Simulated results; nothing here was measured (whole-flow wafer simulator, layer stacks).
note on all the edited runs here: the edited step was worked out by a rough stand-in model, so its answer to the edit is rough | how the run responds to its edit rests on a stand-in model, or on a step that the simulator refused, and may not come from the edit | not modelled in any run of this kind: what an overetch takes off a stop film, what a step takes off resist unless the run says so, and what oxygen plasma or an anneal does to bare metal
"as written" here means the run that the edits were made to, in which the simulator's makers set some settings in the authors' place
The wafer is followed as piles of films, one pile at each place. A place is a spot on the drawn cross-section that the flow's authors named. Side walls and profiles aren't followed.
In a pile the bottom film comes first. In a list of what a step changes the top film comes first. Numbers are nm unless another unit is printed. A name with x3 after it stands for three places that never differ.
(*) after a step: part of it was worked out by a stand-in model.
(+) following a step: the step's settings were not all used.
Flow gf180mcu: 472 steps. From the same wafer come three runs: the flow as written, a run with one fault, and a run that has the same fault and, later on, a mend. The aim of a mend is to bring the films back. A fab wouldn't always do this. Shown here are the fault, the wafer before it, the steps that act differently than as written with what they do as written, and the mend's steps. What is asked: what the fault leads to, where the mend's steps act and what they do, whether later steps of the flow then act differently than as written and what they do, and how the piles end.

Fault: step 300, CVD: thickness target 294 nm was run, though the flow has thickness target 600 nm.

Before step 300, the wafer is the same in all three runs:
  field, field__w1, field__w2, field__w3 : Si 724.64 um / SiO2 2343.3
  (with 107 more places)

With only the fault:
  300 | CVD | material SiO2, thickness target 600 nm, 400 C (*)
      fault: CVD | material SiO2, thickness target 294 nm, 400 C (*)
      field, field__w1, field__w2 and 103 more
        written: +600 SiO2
        fault: +294 SiO2
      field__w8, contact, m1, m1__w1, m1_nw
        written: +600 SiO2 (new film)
        fault: +294 SiO2 (new film)
  Steps later in the flow that act otherwise than as written (16 other steps are not shown; they differ only slightly, by no more than 2% or 0.5 nm, whichever is larger):
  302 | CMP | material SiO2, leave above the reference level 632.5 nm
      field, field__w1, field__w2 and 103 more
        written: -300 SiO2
        fault: nothing
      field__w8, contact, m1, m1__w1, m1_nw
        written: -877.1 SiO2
        fault: -571.1 SiO2
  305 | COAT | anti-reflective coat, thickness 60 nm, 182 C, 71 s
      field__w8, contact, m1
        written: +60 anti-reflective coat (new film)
        fault: +56.4 anti-reflective coat (new film)
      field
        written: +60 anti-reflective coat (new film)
        fault: +62.3 anti-reflective coat (new film)
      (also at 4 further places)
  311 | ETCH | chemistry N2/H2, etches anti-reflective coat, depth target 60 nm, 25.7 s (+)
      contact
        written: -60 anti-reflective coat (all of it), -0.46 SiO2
        fault: -56.4 anti-reflective coat (all of it), -0.55 SiO2
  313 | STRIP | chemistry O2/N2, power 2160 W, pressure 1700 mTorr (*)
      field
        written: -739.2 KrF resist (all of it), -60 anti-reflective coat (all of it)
        fault: -737.9 KrF resist (all of it), -62.3 anti-reflective coat (all of it)
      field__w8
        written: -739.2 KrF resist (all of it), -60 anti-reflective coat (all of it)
        fault: -738.7 KrF resist (all of it), -56.4 anti-reflective coat (all of it)
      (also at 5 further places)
  When the end is reached, the piles differ only a little from the flow's at the places that both follow, at most by 2% or 0.5 nm, whichever is larger.

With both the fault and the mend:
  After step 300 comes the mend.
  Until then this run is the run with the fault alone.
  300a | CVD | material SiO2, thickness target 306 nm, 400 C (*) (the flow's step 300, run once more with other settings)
      field, field__w1, field__w2 and 108 more
        +306 SiO2
  None of the later steps of the flow acts differently than as written at any place that is followed.
  At every place that both follow, the piles at the end match the flow's.
